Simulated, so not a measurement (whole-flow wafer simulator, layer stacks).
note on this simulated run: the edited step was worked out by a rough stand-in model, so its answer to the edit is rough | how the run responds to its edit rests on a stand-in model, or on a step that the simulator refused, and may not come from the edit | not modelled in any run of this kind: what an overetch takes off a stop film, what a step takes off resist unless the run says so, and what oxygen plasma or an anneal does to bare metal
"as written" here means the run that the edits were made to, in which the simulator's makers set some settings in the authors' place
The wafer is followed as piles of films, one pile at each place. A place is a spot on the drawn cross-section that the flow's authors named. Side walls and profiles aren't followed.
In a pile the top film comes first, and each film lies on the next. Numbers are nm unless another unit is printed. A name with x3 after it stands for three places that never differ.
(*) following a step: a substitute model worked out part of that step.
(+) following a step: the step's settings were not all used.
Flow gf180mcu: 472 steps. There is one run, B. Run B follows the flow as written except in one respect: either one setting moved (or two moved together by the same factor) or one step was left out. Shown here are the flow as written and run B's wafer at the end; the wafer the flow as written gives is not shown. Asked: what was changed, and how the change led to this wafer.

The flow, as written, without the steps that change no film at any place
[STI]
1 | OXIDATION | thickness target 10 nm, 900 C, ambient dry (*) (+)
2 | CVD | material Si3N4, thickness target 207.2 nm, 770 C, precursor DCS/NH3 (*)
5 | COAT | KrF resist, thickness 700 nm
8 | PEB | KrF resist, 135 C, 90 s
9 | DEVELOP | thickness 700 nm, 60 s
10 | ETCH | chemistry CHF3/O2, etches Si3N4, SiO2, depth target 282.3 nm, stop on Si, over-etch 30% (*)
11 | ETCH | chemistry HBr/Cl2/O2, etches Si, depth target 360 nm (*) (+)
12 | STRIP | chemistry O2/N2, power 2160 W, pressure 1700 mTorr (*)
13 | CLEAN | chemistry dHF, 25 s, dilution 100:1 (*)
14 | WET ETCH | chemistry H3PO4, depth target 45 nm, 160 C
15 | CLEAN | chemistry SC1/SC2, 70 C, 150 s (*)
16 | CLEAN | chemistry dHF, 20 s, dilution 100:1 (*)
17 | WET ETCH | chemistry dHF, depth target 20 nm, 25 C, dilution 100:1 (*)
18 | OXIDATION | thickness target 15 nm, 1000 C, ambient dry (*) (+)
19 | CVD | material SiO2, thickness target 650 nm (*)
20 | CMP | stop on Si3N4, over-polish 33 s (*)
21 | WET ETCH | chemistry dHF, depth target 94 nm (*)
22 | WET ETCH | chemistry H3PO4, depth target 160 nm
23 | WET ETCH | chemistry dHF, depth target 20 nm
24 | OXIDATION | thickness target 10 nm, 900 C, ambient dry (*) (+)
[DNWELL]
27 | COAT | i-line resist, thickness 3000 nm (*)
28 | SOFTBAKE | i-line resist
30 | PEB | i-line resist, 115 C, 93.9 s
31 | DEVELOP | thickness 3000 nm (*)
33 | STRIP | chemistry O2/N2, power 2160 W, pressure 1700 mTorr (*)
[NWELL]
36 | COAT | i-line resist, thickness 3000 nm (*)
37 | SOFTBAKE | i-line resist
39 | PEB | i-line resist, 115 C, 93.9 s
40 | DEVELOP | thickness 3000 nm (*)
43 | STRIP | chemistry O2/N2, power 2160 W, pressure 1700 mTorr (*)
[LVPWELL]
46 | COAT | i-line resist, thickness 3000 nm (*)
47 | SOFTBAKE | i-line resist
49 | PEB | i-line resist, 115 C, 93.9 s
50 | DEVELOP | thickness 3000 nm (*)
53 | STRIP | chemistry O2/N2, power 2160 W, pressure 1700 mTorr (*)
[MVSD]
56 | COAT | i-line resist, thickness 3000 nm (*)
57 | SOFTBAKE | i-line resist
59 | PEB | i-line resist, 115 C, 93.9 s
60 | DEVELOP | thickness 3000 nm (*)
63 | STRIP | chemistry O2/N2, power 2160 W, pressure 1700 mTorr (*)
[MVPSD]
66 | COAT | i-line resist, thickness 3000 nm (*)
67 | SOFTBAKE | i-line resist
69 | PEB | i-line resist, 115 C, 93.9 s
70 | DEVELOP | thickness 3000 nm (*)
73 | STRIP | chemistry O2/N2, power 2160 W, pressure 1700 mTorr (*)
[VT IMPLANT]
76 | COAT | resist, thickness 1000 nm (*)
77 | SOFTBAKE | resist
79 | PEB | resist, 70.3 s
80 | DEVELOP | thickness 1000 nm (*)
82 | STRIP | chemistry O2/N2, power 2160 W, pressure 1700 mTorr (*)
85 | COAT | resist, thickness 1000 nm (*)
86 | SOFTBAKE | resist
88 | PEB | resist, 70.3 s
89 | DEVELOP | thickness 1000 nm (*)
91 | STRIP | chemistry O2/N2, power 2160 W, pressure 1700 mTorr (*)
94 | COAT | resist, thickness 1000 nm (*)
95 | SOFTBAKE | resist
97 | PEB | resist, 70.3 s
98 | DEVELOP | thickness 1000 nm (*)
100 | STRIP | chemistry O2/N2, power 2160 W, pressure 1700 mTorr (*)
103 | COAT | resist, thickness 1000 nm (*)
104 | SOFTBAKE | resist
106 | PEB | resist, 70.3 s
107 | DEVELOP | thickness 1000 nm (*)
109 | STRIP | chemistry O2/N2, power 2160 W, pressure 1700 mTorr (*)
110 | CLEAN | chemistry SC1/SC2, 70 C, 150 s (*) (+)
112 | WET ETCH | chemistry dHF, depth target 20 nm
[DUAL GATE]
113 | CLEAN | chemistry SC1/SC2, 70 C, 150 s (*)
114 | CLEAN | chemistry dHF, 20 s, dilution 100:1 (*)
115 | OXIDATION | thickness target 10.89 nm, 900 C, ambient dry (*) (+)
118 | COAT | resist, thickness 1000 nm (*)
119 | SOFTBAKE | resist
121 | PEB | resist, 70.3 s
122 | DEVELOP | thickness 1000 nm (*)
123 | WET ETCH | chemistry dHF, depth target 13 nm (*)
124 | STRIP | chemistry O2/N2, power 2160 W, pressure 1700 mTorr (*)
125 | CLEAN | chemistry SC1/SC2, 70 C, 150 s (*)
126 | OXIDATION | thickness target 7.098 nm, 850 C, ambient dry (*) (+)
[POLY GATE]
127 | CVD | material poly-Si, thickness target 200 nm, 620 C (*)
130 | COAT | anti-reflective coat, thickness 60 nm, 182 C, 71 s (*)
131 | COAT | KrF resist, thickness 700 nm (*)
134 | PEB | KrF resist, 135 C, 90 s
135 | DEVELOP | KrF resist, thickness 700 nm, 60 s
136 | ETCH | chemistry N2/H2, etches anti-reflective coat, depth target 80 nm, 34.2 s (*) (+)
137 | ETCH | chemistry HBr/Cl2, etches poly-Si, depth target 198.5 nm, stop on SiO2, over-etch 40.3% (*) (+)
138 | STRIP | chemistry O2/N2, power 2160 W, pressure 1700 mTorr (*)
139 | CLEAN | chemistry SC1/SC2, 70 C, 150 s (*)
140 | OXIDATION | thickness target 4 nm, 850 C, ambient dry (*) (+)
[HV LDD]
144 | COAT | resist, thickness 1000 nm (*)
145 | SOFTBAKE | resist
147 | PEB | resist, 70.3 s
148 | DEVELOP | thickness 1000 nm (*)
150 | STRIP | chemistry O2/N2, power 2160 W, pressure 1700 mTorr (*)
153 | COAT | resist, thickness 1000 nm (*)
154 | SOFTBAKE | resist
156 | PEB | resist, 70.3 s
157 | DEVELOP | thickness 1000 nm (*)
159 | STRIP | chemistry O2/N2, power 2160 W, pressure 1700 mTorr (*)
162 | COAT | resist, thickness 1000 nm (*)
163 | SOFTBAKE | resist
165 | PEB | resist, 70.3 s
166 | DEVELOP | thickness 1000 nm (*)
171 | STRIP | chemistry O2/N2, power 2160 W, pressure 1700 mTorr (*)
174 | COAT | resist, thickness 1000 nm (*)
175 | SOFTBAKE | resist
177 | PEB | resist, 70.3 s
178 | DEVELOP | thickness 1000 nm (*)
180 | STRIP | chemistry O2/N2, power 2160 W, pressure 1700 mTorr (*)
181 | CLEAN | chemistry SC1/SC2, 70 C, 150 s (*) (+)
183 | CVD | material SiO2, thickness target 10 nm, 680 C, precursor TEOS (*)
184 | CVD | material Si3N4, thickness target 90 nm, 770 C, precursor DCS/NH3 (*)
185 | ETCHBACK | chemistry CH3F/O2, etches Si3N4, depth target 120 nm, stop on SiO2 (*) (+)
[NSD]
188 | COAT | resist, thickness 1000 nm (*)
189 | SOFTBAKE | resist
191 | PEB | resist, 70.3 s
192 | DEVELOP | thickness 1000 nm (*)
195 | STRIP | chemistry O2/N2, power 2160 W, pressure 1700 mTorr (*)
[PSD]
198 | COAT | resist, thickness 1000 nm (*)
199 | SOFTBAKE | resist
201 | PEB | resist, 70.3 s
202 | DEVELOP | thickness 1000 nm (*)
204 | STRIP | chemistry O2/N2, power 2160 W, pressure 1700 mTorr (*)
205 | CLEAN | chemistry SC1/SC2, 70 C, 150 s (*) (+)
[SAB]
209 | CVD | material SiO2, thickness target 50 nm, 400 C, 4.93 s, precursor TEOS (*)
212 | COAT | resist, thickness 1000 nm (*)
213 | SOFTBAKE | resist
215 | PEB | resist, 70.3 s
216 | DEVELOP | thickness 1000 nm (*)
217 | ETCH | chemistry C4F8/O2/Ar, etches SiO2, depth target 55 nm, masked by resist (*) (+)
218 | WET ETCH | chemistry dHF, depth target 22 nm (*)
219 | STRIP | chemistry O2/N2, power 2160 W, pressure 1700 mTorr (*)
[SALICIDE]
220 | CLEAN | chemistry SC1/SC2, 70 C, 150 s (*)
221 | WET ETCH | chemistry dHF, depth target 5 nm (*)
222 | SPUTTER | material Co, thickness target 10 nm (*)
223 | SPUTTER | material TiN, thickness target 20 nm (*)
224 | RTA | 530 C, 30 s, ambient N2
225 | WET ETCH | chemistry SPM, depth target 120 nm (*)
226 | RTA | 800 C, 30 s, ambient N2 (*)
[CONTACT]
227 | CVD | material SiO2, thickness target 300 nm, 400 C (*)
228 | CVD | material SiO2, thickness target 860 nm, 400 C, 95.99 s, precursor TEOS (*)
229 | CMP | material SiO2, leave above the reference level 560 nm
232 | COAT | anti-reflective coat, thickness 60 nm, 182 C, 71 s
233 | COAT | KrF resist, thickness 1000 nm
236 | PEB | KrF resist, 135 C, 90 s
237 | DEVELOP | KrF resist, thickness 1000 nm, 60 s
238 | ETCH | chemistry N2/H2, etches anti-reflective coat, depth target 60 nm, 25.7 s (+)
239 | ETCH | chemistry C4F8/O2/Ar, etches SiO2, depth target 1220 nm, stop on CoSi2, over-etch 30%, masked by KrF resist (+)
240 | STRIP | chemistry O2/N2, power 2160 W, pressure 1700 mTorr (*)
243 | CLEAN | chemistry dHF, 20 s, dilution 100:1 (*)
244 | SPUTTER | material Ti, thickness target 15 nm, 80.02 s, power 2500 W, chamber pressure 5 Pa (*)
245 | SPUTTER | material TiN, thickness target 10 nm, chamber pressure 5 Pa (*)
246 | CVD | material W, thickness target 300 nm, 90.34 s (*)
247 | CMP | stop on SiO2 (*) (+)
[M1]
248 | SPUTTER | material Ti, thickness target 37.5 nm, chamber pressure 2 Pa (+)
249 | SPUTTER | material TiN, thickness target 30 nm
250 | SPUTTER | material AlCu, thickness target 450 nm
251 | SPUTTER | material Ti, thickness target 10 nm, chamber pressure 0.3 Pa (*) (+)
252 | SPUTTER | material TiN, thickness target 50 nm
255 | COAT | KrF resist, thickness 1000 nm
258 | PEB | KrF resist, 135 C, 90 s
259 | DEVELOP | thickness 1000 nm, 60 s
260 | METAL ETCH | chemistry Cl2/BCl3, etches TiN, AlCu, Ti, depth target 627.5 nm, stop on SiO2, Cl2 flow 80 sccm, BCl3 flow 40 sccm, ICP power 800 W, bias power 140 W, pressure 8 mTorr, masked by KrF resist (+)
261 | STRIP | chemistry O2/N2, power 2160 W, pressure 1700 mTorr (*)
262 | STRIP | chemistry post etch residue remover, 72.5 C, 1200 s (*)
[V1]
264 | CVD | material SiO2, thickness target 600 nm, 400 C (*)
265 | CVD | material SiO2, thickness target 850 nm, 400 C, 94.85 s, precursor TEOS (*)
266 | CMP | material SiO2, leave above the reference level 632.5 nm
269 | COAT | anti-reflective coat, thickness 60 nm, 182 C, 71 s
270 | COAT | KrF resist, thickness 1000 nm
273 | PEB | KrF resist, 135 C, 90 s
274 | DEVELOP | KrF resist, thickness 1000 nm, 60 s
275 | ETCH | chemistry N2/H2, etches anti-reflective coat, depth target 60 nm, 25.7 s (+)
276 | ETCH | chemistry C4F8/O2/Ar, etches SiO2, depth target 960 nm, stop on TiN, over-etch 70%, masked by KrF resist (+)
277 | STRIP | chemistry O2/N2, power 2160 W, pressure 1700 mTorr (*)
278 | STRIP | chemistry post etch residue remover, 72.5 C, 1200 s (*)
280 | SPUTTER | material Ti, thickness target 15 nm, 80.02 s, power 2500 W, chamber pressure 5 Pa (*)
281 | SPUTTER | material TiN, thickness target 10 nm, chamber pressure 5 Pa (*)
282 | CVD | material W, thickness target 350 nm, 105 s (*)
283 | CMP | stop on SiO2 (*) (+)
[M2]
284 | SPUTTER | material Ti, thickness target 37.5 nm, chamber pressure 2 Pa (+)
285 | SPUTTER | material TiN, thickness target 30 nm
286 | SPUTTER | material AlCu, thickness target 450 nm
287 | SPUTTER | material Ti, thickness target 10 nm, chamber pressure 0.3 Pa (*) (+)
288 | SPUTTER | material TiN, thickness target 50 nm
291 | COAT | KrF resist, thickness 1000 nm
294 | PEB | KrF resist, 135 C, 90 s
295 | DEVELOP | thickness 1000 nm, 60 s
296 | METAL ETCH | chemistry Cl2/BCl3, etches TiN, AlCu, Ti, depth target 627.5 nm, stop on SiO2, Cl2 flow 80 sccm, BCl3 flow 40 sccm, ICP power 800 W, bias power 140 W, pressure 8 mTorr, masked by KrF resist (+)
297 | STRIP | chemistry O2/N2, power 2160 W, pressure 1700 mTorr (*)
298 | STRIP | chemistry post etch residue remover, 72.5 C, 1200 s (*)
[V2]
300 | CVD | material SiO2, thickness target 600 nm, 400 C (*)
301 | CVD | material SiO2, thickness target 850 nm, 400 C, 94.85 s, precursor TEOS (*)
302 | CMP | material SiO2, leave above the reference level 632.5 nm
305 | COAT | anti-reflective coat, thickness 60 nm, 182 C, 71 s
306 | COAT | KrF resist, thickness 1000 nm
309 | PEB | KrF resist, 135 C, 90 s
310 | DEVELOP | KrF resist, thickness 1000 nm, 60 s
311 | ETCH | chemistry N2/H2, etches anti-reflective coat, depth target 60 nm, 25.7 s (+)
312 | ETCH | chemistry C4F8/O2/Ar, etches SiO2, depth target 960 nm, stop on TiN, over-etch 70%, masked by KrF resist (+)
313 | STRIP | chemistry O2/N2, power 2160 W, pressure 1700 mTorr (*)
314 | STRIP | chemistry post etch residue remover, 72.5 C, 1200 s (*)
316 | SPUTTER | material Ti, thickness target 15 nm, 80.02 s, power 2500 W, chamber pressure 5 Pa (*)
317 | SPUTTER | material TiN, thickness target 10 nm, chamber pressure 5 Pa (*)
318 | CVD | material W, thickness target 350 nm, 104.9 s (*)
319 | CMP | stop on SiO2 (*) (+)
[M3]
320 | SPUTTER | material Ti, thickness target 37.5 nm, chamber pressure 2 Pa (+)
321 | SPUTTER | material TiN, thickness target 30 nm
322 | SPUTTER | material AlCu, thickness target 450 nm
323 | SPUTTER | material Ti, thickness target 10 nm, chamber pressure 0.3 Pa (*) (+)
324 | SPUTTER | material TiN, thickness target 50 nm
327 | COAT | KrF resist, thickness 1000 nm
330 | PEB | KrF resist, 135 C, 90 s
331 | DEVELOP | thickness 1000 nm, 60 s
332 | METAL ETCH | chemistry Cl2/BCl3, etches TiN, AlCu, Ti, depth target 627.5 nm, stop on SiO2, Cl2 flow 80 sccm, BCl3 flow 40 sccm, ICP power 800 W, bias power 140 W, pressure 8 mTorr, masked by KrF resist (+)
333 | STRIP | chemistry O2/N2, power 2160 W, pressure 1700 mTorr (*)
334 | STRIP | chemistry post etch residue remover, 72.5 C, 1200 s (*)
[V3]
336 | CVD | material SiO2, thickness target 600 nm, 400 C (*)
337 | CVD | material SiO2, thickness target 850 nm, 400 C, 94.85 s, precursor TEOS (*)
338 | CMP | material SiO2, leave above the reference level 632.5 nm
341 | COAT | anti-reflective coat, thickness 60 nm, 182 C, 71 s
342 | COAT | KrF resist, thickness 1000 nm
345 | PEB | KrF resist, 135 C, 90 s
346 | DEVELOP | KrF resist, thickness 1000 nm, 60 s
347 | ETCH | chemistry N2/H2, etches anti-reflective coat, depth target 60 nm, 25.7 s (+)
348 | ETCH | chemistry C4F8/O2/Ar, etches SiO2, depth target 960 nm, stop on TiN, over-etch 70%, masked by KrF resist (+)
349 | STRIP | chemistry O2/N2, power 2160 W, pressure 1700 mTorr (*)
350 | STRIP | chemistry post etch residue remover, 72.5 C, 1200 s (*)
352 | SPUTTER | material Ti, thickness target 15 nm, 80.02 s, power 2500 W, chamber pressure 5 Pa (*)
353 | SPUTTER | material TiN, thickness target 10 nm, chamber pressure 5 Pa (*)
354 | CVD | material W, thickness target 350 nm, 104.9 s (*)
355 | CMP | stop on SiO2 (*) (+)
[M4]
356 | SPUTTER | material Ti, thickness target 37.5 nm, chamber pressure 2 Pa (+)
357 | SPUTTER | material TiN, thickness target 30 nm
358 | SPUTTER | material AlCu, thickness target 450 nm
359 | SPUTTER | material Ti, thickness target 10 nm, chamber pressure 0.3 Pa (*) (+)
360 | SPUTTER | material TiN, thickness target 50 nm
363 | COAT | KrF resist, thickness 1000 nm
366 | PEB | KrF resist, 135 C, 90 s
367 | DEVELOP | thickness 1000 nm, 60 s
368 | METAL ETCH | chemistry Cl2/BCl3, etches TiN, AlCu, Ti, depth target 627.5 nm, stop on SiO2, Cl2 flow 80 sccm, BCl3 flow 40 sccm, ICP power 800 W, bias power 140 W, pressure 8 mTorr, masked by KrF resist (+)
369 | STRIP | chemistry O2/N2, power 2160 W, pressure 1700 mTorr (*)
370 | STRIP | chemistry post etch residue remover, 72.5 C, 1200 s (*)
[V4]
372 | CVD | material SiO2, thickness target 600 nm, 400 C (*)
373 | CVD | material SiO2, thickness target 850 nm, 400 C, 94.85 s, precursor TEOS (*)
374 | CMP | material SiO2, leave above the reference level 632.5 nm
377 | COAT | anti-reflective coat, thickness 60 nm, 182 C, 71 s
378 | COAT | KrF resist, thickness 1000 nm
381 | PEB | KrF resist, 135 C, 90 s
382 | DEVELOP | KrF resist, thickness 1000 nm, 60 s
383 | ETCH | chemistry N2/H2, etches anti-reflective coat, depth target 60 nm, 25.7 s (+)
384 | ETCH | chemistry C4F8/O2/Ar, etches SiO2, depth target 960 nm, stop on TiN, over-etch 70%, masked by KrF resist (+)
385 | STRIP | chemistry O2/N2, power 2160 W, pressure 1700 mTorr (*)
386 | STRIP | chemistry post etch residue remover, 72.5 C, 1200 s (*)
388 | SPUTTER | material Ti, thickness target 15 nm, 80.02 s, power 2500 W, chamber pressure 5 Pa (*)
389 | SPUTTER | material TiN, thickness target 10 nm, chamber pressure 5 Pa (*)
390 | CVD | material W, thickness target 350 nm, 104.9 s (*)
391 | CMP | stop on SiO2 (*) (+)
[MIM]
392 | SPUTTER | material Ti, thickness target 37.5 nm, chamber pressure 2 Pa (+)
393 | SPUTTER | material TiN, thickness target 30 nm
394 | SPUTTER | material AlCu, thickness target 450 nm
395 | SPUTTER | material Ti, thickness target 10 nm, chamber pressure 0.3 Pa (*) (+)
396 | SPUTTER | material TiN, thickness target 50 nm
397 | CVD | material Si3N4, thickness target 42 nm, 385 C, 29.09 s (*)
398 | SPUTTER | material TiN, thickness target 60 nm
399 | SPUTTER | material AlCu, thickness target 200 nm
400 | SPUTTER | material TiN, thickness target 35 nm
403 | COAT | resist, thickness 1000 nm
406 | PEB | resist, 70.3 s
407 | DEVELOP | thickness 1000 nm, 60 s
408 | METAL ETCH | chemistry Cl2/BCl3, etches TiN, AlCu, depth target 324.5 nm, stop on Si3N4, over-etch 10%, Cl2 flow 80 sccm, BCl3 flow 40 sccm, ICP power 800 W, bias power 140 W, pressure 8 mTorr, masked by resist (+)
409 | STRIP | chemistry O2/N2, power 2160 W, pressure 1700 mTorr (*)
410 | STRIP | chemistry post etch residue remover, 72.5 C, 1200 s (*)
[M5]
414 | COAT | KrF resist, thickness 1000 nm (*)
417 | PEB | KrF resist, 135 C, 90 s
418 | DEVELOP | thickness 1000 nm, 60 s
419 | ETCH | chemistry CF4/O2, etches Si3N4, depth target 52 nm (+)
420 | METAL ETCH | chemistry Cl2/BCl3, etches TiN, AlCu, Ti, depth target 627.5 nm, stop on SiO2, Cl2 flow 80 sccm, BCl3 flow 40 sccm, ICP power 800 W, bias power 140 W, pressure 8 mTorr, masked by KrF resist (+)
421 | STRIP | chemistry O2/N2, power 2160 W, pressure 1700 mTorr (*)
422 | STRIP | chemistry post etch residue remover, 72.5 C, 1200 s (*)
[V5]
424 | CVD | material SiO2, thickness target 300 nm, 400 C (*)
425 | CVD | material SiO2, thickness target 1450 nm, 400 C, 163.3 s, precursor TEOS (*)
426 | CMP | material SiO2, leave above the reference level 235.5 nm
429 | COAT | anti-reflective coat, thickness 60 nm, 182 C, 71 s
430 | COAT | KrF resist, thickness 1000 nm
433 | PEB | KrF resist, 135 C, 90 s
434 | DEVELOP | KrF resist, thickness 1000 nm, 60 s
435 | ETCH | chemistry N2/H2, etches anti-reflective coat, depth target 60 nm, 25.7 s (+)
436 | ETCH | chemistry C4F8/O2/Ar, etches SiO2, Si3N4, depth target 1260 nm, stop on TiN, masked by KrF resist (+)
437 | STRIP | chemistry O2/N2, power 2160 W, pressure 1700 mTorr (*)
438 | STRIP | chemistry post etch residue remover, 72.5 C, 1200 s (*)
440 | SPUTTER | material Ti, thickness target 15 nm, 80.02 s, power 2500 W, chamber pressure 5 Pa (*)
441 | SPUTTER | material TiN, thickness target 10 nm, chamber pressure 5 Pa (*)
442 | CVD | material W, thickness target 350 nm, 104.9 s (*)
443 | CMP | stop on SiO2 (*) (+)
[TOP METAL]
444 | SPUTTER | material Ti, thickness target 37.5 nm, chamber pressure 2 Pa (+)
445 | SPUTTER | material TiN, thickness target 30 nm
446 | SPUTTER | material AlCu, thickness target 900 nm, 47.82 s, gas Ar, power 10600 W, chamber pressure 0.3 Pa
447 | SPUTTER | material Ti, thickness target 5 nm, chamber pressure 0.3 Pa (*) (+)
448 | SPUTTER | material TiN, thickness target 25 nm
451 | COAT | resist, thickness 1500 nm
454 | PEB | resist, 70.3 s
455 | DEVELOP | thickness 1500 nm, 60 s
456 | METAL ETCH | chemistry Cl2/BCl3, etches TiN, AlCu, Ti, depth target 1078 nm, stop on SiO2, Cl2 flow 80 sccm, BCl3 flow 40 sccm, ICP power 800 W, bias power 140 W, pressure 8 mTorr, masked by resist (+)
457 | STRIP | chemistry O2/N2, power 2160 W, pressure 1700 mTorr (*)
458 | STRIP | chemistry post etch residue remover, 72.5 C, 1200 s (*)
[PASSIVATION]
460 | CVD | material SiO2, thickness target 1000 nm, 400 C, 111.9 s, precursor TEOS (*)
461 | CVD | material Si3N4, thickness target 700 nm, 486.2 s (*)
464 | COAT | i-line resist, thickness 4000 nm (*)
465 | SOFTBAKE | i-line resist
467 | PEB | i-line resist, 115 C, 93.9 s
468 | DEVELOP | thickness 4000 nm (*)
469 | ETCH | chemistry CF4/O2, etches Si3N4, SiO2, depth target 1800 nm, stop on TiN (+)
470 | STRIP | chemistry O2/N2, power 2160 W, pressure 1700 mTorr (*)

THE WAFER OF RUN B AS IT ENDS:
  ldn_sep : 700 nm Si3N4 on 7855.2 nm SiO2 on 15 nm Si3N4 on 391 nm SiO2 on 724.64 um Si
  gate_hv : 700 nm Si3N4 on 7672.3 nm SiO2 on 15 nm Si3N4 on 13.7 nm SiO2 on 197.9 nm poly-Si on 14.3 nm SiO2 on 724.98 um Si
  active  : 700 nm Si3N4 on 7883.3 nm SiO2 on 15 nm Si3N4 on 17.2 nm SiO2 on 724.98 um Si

What caused this: step 185, ETCHBACK: depth target 70.8 nm was run, whereas the flow has depth target 120 nm.

How this came from the change, step by step:
  185 | ETCHBACK | chemistry CH3F/O2, etches Si3N4, depth target 120 nm, stop on SiO2 (*) (+)
      field, field__w1, field__w2 and 100 more: Si3N4 loses 70.8 (it would be, as written: Si3N4 loses 90 (all of it), SiO2 loses 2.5)
  188 | COAT | resist, thickness 1000 nm (*)
      spacer: resist gains 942 (new film) (it would be, as written: resist gains 920.2 (new film))
  189 | SOFTBAKE | resist
      field__w9: resist loses 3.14 (it would be, as written: resist gains 6.92)
      nw_enc_fld_lv: resist gains 5.57 (it would be, as written: resist gains 0.86)
  192 | DEVELOP | thickness 1000 nm (*)
      spacer: resist loses 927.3 (all of it) (it would be, as written: resist loses 905.9 (all of it))
  198 | COAT | resist, thickness 1000 nm (*)
      spacer: resist gains 942 (new film) (it would be, as written: resist gains 920.2 (new film))
  199 | SOFTBAKE | resist
      field__w9: resist loses 3.14 (it would be, as written: resist gains 6.92)
      nw_enc_fld_lv: resist gains 5.57 (it would be, as written: resist gains 0.86)
  204 | STRIP | chemistry O2/N2, power 2160 W, pressure 1700 mTorr (*)
      spacer: resist loses 927.3 (all of it) (it would be, as written: resist loses 905.9 (all of it))
  205 | CLEAN | chemistry SC1/SC2, 70 C, 150 s (*) (+)
      field, field__w1, field__w2 and 105 more: Si3N4 loses 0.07 (it would be, as written: SiO2 loses 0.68)
  209 | CVD | material SiO2, thickness target 50 nm, 400 C, 4.93 s, precursor TEOS (*)
      field, field__w7, field__w8 and 73 more: SiO2 gains 50 (new film) (it would be, as written: SiO2 gains 50)
      field_sub__w1, field_sub__w3, field_sub__w4, field_sub__w5, ld_drift_n: SiO2 gains 48.8 (new film) (it would be, as written: SiO2 gains 48.9)
      (as well as at 27 more places)
  212 | COAT | resist, thickness 1000 nm (*)
      spacer: resist gains 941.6 (new film) (it would be, as written: resist gains 919.4 (new film))
  216 | DEVELOP | thickness 1000 nm (*)
      spacer: resist loses 926.9 (all of it) (it would be, as written: resist loses 905.1 (all of it))
  217 | ETCH | chemistry C4F8/O2/Ar, etches SiO2, depth target 55 nm, masked by resist (*) (+)
      field, field__w7, field__w8 and 70 more: SiO2 loses 50 (all of it), Si3N4 loses 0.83 (it would be, as written: SiO2 loses 55)
      field_sub__w1, field_sub__w3, field_sub__w4, field_sub__w5, ld_drift_n: SiO2 loses 48.8 (all of it), Si3N4 loses 1.03 (it would be, as written: SiO2 loses 55)
      (as well as at 21 more places)
  218 | WET ETCH | chemistry dHF, depth target 22 nm (*)
      gate, gate_hv, gate_p and 23 more: Si3N4 loses 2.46 (it would be, as written: SiO2 loses 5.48 (all of it))
      field, field__w10, sti and 14 more: Si3N4 loses 2.46 (it would be, as written: SiO2 loses 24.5)
      (as well as at 56 more places)
  219 | STRIP | chemistry O2/N2, power 2160 W, pressure 1700 mTorr (*)
      gate, gate_hv, gate_p and 23 more: nothing (it would be, as written: chemical SiO2 gains 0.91 (new film), poly-Si loses 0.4)
      active, p_well, sd_n and 20 more: nothing (it would be, as written: chemical SiO2 gains 0.91 (new film), Si loses 0.4)
  220 | CLEAN | chemistry SC1/SC2, 70 C, 150 s (*)
      field, field__w2, field__w7 and 40 more: nothing (it would be, as written: SiO2 loses 0.68)
      field__w1, field__w3, field__w6, field__w12, m1, nw_enc_fld_lv, nw_enc_fld_lv__w3: Si3N4 loses 0.07 (it would be, as written: SiO2 loses 0.68)
  221 | WET ETCH | chemistry dHF, depth target 5 nm (*)
      active, p_well, gate and 46 more: Si3N4 loses 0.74 (it would be, as written: chemical SiO2 loses 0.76 (all of it))
      field, field__w1, field__w2 and 23 more: Si3N4 loses 0.74 (it would be, as written: SiO2 loses 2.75)
      (as well as at 24 more places)
  ... 10 other steps ...
  471 | ANNEAL | 400 C, 1800 s, ambient N2/H2
      polyc_n, polyc_p: under 9 films: void gains 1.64 (new film), Ti loses 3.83, TiSi first gains 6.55 (new film), poly-Si loses 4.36 (it would be, as written: nothing)
      contact: under 49 films: void gains 1.62 (new film), Ti loses 3.83, TiSi first gains 6.55 (new film), Si loses 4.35 (it would be, as written: nothing)
With metal films that touch counted as one body, gate_hv has 0 bodies; the flow as written gives 1 body.
With metal films that touch counted as one body, active has 0 bodies; the flow as written gives 1 body.
